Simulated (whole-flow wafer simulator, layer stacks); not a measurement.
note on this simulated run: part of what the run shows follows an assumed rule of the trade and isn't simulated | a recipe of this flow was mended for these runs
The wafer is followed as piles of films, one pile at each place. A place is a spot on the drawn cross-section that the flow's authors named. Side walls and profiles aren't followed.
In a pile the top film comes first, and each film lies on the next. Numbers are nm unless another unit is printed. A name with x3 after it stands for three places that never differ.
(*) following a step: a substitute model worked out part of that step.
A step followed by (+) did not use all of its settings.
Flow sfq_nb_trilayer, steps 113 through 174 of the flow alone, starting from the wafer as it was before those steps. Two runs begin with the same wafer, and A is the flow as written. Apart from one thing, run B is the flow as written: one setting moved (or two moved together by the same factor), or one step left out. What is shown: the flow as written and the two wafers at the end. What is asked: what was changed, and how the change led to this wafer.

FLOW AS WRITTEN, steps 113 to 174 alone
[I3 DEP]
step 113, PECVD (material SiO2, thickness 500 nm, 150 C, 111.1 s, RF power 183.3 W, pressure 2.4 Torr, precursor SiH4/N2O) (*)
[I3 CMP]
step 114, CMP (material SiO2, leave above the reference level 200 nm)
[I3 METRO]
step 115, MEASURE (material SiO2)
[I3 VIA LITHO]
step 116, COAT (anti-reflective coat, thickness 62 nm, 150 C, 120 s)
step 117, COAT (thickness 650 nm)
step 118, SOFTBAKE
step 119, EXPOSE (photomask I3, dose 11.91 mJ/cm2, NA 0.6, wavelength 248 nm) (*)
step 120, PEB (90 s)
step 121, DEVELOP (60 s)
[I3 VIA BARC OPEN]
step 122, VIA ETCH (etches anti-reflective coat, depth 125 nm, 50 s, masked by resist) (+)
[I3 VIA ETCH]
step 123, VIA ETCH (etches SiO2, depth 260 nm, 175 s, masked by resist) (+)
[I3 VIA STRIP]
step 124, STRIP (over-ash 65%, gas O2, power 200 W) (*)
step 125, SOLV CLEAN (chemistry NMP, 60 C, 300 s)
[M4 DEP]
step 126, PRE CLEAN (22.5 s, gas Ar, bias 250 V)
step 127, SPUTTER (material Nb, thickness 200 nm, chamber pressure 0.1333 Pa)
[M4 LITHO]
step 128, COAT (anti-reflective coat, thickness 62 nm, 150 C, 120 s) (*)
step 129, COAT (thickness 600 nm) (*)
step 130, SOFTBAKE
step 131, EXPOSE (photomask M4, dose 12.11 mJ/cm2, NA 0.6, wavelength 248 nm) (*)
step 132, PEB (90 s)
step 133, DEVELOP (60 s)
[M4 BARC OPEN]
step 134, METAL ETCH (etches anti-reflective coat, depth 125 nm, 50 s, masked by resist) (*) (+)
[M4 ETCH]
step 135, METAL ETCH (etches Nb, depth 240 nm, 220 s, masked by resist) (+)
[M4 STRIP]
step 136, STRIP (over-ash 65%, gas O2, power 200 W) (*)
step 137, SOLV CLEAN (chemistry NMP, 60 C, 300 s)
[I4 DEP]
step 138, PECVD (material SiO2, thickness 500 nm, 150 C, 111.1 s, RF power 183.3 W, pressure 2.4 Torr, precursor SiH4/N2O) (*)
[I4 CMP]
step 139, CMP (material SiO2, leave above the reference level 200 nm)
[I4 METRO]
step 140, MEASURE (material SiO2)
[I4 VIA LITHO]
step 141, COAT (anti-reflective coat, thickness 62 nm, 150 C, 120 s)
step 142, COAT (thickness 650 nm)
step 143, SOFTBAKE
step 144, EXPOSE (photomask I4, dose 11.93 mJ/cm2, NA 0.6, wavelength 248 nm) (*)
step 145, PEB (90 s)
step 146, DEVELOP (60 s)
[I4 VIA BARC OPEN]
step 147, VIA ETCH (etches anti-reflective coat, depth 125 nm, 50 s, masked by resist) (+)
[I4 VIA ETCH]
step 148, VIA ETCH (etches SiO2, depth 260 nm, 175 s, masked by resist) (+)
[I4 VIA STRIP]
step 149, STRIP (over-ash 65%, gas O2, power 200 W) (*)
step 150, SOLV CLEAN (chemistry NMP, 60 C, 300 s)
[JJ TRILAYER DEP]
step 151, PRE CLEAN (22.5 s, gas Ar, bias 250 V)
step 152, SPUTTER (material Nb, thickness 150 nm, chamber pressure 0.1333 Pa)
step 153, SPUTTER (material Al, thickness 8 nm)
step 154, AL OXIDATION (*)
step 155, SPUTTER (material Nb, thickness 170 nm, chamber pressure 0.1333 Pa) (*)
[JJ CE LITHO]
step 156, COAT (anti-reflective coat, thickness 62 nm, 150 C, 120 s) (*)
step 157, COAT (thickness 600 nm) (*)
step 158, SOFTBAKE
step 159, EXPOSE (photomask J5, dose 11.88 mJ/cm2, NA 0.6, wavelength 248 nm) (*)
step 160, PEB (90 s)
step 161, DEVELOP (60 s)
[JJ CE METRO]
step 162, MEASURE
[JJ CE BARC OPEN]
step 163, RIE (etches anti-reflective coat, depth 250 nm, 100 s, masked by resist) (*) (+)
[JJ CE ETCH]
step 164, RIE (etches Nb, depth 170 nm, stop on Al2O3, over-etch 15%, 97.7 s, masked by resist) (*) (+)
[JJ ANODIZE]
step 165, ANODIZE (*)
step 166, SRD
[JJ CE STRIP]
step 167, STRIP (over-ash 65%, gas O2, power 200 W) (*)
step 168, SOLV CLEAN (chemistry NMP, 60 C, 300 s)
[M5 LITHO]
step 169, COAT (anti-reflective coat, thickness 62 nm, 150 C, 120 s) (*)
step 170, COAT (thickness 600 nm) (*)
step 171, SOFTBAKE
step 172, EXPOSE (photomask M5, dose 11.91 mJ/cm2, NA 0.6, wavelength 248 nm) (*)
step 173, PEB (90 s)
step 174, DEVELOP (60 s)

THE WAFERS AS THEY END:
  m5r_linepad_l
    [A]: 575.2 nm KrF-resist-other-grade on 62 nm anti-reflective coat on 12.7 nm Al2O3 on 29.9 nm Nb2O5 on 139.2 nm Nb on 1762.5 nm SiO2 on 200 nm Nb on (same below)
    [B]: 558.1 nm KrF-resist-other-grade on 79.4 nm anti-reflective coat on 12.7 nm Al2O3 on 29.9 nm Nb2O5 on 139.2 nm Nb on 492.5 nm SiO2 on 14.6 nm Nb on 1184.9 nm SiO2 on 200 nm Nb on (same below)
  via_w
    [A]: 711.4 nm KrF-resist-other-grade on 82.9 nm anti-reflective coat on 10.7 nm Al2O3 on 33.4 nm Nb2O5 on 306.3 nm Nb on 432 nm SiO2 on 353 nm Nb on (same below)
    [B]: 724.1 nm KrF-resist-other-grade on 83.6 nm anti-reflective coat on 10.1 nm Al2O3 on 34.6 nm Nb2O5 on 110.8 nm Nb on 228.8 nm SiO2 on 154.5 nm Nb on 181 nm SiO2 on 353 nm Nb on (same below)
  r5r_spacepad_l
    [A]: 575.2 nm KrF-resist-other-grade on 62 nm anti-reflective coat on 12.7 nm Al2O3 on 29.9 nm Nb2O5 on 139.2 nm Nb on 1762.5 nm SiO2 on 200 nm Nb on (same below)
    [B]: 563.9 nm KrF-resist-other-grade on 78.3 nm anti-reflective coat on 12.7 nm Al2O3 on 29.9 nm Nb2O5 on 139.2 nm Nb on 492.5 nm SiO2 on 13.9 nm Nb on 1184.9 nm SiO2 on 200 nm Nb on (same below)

Cause: step 113, PECVD: 48.61 s was run, whereas the flow has 111.1 s.

Step by step, how the change led to this:
  step 113, PECVD (material SiO2, thickness 500 nm, 150 C, 111.1 s, RF power 183.3 W, pressure 2.4 Torr, precursor SiH4/N2O) (*)
      field_l, be, be_sur and 64 more: A SiO2 gains 500 | B SiO2 gains 218.9
      v_sur, via_wl, via_wr and 27 more: A SiO2 gains 500 (new film) | B SiO2 gains 218.9 (new film)
      (as well as at 9 more places)
  step 114, CMP (material SiO2, leave above the reference level 200 nm)
      field_l, be, be_sur and 64 more: A SiO2 loses 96 | B nothing
      p4_g1, p4_g2, p3_s0, p3_s1, p3_s2, p3_s3, p3_s4, p3_s5: A SiO2 loses 157.1 | B nothing
      (as well as at 31 more places)
  step 116, COAT (anti-reflective coat, thickness 62 nm, 150 C, 120 s)
      r_sur, r_end, moat: A anti-reflective coat gains 62 (new film) | B anti-reflective coat gains 63.6 (new film)
      ln_m5, lsp_m, ln_m6: A anti-reflective coat gains 62 (new film) | B anti-reflective coat gains 63.4 (new film)
      (as well as at 97 more places)
  step 117, COAT (thickness 650 nm)
      c5j, ce_r, r_end, moat, lsp_l: A KrF-resist-other-grade gains 650 (new film) | B KrF-resist-other-grade gains 663.7 (new film)
      m0r_line_l x3: A KrF-resist-other-grade gains 650 (new film) | B KrF-resist-other-grade gains 717.4 (new film)
      (as well as at 89 more places)
  step 121, DEVELOP (60 s)
      via_v: A KrF-resist-other-grade loses 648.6 (all of it) | B KrF-resist-other-grade loses 580.7 (all of it)
  step 122, VIA ETCH (etches anti-reflective coat, depth 125 nm, 50 s, masked by resist) (+)
      via_v: A anti-reflective coat loses 62 (all of it), SiO2 loses 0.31 | B anti-reflective coat loses 58.5 (all of it), SiO2 loses 0.33
  step 124, STRIP (over-ash 65%, gas O2, power 200 W) (*)
      m0r_line_l x3: A KrF-resist-other-grade loses 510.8 (all of it), anti-reflective coat loses 62 (all of it) | B KrF-resist-other-grade loses 578.1 (all of it), anti-reflective coat loses 30 (all of it)
      m0r_space_l, m6r_space_l x2: A KrF-resist-other-grade loses 510.8 (all of it), anti-reflective coat loses 62 (all of it) | B KrF-resist-other-grade loses 523.6 (all of it), anti-reflective coat loses 96 (all of it)
      (as well as at 99 more places)
  step 127, SPUTTER (material Nb, thickness 200 nm, chamber pressure 0.1333 Pa)
      via_w: A Nb gains 200 (new film) | B Nb gains 154.5 (new film)
  step 128, COAT (anti-reflective coat, thickness 62 nm, 150 C, 120 s) (*)
      m0r_line_l x3, m0r_line_r x3: A anti-reflective coat gains 62 (new film) | B anti-reflective coat gains 29.8 (new film)
      m0r_space_l, m0r_space_r, m6r_space_l x2, m6r_space_r x2: A anti-reflective coat gains 62 (new film) | B anti-reflective coat gains 96.1 (new film)
      (as well as at 84 more places)
  step 129, COAT (thickness 600 nm) (*)
      m0r_line_l x3, m0r_line_r x3: A KrF-resist-other-grade gains 600 (new film) | B KrF-resist-other-grade gains 665.8 (new film)
      p4_fl, wl_f_sl: A KrF-resist-other-grade gains 600 (new film) | B KrF-resist-other-grade gains 630.7 (new film)
      (as well as at 89 more places)
  step 133, DEVELOP (60 s)
      m0r_line_l x3, m0r_line_r x3: A KrF-resist-other-grade loses 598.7 (all of it) | B KrF-resist-other-grade loses 664.3 (all of it)
      moat, field_r, lsp_l: A KrF-resist-other-grade loses 598.1 (all of it) | B KrF-resist-other-grade loses 611.3 (all of it)
      (as well as at 49 more places)
  step 134, METAL ETCH (etches anti-reflective coat, depth 125 nm, 50 s, masked by resist) (*) (+)
      m5r_linepad_l, m5r_linepad_r, r5r_line_l, r5r_spacepad_l, r5r_spacepad_r, m8r_pad_l, m8r_pad_r: A anti-reflective coat loses 62 (all of it) | B anti-reflective coat loses 125
      m0r_line_l x3, m0r_line_r x3: A anti-reflective coat loses 62 (all of it) | B anti-reflective coat loses 29.8 (all of it)
      (as well as at 49 more places)
  step 135, METAL ETCH (etches Nb, depth 240 nm, 220 s, masked by resist) (+)
      m5r_linepad_l, m5r_linepad_r: A Nb loses 200 (all of it), SiO2 loses 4 | B anti-reflective coat loses 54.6 (all of it), Nb loses 185.4
      r5r_spacepad_l, r5r_spacepad_r: A Nb loses 200 (all of it), SiO2 loses 4 | B anti-reflective coat loses 53.9 (all of it), Nb loses 186.1
      (as well as at 3 more places)
  step 136, STRIP (over-ash 65%, gas O2, power 200 W) (*)
      v_sur: A KrF-resist-other-grade loses 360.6 (all of it), anti-reflective coat loses 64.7 (all of it) | B KrF-resist-other-grade loses 282.4 (all of it), anti-reflective coat loses 38.3 (all of it)
      via_wl: A KrF-resist-other-grade loses 357.4 (all of it), anti-reflective coat loses 67.6 (all of it) | B KrF-resist-other-grade loses 289.1 (all of it), anti-reflective coat loses 31.7 (all of it)
      (as well as at 37 more places)
  step 138, PECVD (material SiO2, thickness 500 nm, 150 C, 111.1 s, RF power 183.3 W, pressure 2.4 Torr, precursor SiH4/N2O) (*)
      m5r_linepad_l, m5r_linepad_r, r5r_spacepad_l, r5r_spacepad_r: A SiO2 gains 500 | B SiO2 gains 500 (new film)
      p3_s0, p3_s1, p3_s2, p3_s3, p3_s4, p3_s5: A SiO2 gains 561.1 | B SiO2 gains 500
      (as well as at 3 more places)
  step 139, CMP (material SiO2, leave above the reference level 200 nm)
      field_l, be, be_sur and 55 more: A SiO2 loses 96 | B nothing
      p3_s0, p3_s1, p3_s2, p3_s3, p3_s4, p3_s5: A SiO2 loses 157.1 | B nothing
      (as well as at 12 more places)
  ... 18 further steps ...
  step 174, DEVELOP (60 s)
      wl_d_sl, wl_d_sr: A KrF-resist-other-grade loses 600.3 (all of it) | B KrF-resist-other-grade loses 624.6 (all of it)
      moat: A KrF-resist-other-grade loses 598.1 (all of it) | B KrF-resist-other-grade loses 612.3 (all of it)
      (as well as at 18 more places)
With metal films that touch counted as one body, m5r_linepad_l has 3 bodies (between them, from the top down: SiO2 492.5; SiO2 1184.9); the flow as written gives 2 bodies (between them, from the top down: SiO2 1762.5).
With metal films that touch counted as one body, via_w has 4 bodies (between them, from the top down: SiO2 228.8; SiO2 181; SiO2 423.7); the flow as written gives 3 bodies (between them, from the top down: SiO2 432; SiO2 423.7).
With metal films that touch counted as one body, r5r_spacepad_l has 3 bodies (between them, from the top down: SiO2 492.5; SiO2 1184.9); the flow as written gives 2 bodies (between them, from the top down: SiO2 1762.5).
